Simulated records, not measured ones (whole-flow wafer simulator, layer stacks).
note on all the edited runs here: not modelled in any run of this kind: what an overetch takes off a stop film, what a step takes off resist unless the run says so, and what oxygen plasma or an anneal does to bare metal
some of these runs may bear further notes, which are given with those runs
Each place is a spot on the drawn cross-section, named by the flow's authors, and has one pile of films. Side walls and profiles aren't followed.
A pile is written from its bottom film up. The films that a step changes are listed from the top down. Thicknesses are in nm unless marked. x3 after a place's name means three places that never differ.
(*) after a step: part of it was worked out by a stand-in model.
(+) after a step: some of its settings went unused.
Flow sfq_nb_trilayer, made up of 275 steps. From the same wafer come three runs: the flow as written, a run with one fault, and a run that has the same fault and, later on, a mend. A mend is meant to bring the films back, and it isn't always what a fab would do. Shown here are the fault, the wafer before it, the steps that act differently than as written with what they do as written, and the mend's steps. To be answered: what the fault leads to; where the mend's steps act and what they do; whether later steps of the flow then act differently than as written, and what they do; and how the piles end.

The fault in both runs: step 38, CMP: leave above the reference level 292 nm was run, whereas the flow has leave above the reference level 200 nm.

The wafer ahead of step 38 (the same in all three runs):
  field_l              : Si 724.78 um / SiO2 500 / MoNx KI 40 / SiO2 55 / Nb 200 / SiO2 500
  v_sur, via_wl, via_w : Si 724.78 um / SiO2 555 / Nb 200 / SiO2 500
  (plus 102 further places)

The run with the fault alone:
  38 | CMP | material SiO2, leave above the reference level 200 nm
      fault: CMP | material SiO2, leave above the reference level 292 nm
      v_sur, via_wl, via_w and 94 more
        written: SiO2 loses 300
        fault: SiO2 loses 208
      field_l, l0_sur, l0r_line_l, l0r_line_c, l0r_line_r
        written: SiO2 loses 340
        fault: SiO2 loses 248
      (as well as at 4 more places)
  Steps later in the flow that act otherwise than as written (not shown: 4 more steps that differ only slightly, by at most 2% or 0.5 nm, whichever is larger):
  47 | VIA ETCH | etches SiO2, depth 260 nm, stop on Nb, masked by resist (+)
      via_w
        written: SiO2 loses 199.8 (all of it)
        fault: SiO2 loses 260
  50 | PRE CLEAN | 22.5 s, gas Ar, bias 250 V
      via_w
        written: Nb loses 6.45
        fault: SiO2 loses 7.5
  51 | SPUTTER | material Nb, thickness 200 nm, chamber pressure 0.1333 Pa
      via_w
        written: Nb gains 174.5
        fault: Nb gains 163.1 (new film)
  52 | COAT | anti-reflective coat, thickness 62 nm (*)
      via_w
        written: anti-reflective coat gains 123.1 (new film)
        fault: anti-reflective coat gains 136.1 (new film)
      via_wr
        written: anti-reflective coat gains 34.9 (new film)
        fault: anti-reflective coat gains 33.2 (new film)
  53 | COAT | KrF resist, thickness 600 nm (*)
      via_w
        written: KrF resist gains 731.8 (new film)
        fault: KrF resist gains 781.6 (new film)
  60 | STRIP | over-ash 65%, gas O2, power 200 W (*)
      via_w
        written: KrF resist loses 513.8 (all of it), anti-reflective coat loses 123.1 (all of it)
        fault: KrF resist loses 563.6 (all of it), anti-reflective coat loses 136.1 (all of it)
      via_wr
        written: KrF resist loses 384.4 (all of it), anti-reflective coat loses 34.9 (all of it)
        fault: KrF resist loses 378.6 (all of it), anti-reflective coat loses 33.2 (all of it)
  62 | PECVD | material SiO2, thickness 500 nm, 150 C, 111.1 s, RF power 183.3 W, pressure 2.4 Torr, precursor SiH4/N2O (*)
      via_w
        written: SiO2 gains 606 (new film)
        fault: SiO2 gains 678.7 (new film)
  At field_l, v_sur, via_wl and 103 more, the piles at the end differ from the flow's by more than 2% or 0.5 nm, whichever is larger.
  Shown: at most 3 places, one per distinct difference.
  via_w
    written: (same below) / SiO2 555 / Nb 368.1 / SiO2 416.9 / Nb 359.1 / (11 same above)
    fault: (same below) / SiO2 555 / Nb 200 / SiO2 24.3 / Nb 163.1 / SiO2 489.6 / Nb 359.1 / (11 same above)
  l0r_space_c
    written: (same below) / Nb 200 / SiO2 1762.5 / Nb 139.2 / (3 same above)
    fault: (same below) / Nb 200 / SiO2 1854.5 / Nb 139.2 / (3 same above)
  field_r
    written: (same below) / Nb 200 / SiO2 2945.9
    fault: (same below) / Nb 200 / SiO2 3037.9

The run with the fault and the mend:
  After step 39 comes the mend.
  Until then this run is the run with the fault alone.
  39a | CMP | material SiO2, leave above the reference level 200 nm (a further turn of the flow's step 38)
      field_l, v_sur, via_wl and 103 more
        SiO2 loses 92
  Every later step of the flow that is run acts as written at every place that is followed.
  At every place that both follow, the piles at the end match the flow's.
